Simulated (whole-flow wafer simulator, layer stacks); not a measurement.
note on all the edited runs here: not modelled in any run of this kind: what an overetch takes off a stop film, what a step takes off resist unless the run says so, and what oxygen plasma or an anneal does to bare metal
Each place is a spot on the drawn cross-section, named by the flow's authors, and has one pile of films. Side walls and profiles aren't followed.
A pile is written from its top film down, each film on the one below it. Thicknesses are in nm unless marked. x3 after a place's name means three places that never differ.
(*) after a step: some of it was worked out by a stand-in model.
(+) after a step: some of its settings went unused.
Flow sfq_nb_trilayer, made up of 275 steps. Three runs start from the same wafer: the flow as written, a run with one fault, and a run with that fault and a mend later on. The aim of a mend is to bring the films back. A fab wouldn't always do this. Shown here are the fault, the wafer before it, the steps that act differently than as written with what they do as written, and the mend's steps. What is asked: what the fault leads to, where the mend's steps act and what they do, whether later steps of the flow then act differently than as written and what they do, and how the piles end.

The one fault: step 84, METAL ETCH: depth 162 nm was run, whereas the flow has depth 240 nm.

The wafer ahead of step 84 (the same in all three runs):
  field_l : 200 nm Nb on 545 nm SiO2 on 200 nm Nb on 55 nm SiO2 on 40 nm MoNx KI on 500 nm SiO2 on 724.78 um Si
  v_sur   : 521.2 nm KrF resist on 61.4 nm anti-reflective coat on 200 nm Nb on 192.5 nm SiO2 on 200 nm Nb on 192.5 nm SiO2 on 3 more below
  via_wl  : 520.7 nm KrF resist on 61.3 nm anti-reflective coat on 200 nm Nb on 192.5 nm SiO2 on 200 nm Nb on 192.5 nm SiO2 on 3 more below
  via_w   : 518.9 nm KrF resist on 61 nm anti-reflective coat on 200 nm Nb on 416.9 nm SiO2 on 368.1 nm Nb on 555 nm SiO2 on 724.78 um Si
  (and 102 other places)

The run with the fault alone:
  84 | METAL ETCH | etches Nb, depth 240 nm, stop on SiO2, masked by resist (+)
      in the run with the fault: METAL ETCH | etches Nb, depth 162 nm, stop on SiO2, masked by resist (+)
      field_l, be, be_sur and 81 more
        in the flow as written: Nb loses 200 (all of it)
        in the run with the fault: Nb loses 162
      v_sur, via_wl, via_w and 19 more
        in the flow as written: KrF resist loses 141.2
        in the run with the fault: KrF resist loses 95.3
  Later steps of the flow acting differently than as written:
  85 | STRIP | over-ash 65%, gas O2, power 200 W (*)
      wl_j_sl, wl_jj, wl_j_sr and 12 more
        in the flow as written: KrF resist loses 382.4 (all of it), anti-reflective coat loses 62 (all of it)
        in the run with the fault: KrF resist loses 428.3 (all of it), anti-reflective coat loses 62 (all of it)
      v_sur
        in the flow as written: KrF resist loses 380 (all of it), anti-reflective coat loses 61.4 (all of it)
        in the run with the fault: KrF resist loses 425.9 (all of it), anti-reflective coat loses 61.4 (all of it)
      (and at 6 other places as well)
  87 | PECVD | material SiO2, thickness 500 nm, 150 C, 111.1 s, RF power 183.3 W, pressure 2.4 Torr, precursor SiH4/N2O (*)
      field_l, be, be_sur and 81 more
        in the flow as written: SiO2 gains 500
        in the run with the fault: SiO2 gains 500 (new film)
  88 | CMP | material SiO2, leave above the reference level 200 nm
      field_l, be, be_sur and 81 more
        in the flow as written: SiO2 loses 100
        in the run with the fault: SiO2 loses 138
  At field_l, be, be_sur and 81 more, the piles at the end differ from the flow's by more than 2% or 0.5 nm, whichever is larger.
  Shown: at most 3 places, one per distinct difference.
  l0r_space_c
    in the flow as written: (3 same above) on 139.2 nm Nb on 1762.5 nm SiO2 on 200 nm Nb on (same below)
    in the run with the fault: (3 same above) on 139.2 nm Nb on 1139.5 nm SiO2 on 38 nm Nb on 585 nm SiO2 on 200 nm Nb on (same below)
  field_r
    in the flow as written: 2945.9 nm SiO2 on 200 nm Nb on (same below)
    in the run with the fault: 2322.9 nm SiO2 on 38 nm Nb on 585 nm SiO2 on 200 nm Nb on (same below)
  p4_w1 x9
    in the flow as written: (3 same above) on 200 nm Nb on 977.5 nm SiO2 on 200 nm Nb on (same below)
    in the run with the fault: (3 same above) on 200 nm Nb on 354.5 nm SiO2 on 38 nm Nb on 585 nm SiO2 on 200 nm Nb on (same below)

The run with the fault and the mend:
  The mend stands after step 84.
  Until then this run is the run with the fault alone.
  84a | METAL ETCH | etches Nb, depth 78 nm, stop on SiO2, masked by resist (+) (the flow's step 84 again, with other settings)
      field_l, be, be_sur and 81 more
        Nb loses 38 (all of it)
      v_sur, via_wl, via_w and 19 more
        KrF resist loses 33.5
  Later steps of the flow acting differently than as written:
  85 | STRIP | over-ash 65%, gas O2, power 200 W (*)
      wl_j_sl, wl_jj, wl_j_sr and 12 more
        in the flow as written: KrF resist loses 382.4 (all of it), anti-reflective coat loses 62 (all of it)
        in the run with the mend: KrF resist loses 394.7 (all of it), anti-reflective coat loses 62 (all of it)
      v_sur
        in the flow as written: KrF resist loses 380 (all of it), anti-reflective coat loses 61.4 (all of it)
        in the run with the mend: KrF resist loses 392.4 (all of it), anti-reflective coat loses 61.4 (all of it)
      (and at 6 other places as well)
  The piles end the same as the flow's at every place that both follow.
